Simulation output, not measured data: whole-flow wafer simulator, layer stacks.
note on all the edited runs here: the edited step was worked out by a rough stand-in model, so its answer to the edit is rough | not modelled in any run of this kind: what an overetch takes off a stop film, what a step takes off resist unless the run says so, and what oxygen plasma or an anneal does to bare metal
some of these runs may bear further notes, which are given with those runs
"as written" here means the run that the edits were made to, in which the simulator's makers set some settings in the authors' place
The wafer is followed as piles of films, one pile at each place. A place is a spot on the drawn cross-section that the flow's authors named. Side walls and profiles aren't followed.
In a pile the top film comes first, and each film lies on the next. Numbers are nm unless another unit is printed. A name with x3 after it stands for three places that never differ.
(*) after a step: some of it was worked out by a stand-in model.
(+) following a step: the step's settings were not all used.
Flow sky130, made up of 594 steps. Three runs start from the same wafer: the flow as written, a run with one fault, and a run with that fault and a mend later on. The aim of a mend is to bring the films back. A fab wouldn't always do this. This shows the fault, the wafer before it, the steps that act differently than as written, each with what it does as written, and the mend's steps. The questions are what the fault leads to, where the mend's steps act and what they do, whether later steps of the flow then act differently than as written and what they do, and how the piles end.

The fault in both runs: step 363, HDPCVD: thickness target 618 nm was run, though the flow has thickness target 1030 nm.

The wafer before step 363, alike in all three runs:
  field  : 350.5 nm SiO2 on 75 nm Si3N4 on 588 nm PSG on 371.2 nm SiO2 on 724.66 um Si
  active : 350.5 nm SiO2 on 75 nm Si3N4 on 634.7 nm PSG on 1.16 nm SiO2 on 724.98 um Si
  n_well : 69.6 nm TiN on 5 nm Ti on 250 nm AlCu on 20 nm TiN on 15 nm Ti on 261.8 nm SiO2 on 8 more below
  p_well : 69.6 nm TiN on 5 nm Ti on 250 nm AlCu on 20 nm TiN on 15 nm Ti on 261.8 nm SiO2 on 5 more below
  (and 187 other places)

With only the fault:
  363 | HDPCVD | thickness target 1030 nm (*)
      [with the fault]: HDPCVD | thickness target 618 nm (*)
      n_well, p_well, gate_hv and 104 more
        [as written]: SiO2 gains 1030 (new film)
        [with the fault]: SiO2 gains 618 (new film)
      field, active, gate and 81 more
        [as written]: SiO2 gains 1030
        [with the fault]: SiO2 gains 618
  Steps later in the flow that act otherwise than as written (25 more steps, not shown, differ only slightly: by at most 2% or 0.5 nm, whichever is larger):
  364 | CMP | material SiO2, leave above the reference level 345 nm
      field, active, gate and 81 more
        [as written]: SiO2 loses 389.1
        [with the fault]: nothing
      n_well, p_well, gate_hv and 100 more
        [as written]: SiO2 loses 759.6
        [with the fault]: SiO2 loses 347.6
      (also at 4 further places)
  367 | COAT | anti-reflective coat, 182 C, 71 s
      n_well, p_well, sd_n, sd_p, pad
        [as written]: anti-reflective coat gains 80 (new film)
        [with the fault]: anti-reflective coat gains 57.2 (new film)
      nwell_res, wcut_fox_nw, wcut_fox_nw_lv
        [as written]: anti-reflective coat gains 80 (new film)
        [with the fault]: anti-reflective coat gains 72.8 (new film)
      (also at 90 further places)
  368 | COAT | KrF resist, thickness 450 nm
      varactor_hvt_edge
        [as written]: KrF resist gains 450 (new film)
        [with the fault]: KrF resist gains 440.9 (new film)
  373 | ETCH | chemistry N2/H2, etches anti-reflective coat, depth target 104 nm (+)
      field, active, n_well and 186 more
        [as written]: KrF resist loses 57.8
        [with the fault]: KrF resist loses 51
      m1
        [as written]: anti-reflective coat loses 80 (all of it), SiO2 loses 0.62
        [with the fault]: anti-reflective coat loses 66.7 (all of it), SiO2 loses 0.65
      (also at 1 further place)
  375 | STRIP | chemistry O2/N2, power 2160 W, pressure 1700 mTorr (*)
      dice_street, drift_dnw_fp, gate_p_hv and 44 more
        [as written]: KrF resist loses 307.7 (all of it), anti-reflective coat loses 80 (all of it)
        [with the fault]: KrF resist loses 314.4 (all of it), anti-reflective coat loses 80 (all of it)
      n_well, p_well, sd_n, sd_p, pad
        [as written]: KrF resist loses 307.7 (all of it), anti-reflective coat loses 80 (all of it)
        [with the fault]: KrF resist loses 314.7 (all of it), anti-reflective coat loses 57.2 (all of it)
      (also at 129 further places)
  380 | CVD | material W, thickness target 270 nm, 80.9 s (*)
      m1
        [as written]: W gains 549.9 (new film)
        [with the fault]: W gains 526.5 (new film)
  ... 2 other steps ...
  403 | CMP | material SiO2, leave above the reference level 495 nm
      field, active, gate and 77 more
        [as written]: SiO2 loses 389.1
        [with the fault]: SiO2 loses 371.2
  At vpp_iso2, via2_hole, via2_enc, m2_ln_cd, the piles at the end differ from the flow's by more than 2% or 0.5 nm, whichever is larger.
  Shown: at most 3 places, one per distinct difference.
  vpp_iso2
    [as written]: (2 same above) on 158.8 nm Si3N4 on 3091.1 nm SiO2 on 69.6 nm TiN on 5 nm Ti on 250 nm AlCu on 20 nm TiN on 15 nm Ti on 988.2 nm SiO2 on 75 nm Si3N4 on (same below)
    [with the fault]: (2 same above) on 158.8 nm Si3N4 on 3091.6 nm SiO2 on 69.6 nm TiN on 5 nm Ti on 250 nm AlCu on 20 nm TiN on 15 nm Ti on 19.3 nm TiN on 968.5 nm SiO2 on 75 nm Si3N4 on (same below)
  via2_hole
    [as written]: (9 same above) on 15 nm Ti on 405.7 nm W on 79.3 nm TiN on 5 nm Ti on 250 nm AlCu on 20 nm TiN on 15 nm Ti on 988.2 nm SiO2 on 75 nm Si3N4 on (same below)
    [with the fault]: (9 same above) on 15 nm Ti on 406.1 nm W on 79.3 nm TiN on 5 nm Ti on 250 nm AlCu on 20 nm TiN on 15 nm Ti on 19.3 nm TiN on 968.5 nm SiO2 on 75 nm Si3N4 on (same below)
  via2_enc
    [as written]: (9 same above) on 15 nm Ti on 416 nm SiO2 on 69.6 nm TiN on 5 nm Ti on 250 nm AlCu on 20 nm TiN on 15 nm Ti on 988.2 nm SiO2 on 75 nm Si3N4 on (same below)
    [with the fault]: (9 same above) on 15 nm Ti on 416.5 nm SiO2 on 69.6 nm TiN on 5 nm Ti on 250 nm AlCu on 20 nm TiN on 15 nm Ti on 19.3 nm TiN on 968.5 nm SiO2 on 75 nm Si3N4 on (same below)

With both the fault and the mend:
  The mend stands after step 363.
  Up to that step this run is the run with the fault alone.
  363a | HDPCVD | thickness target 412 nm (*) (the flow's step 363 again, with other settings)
      field, active, n_well and 188 more
        SiO2 gains 412
  None of the later steps of the flow acts differently than as written at any place that is followed.
  By the end, the piles equal the flow's at every place that both follow.
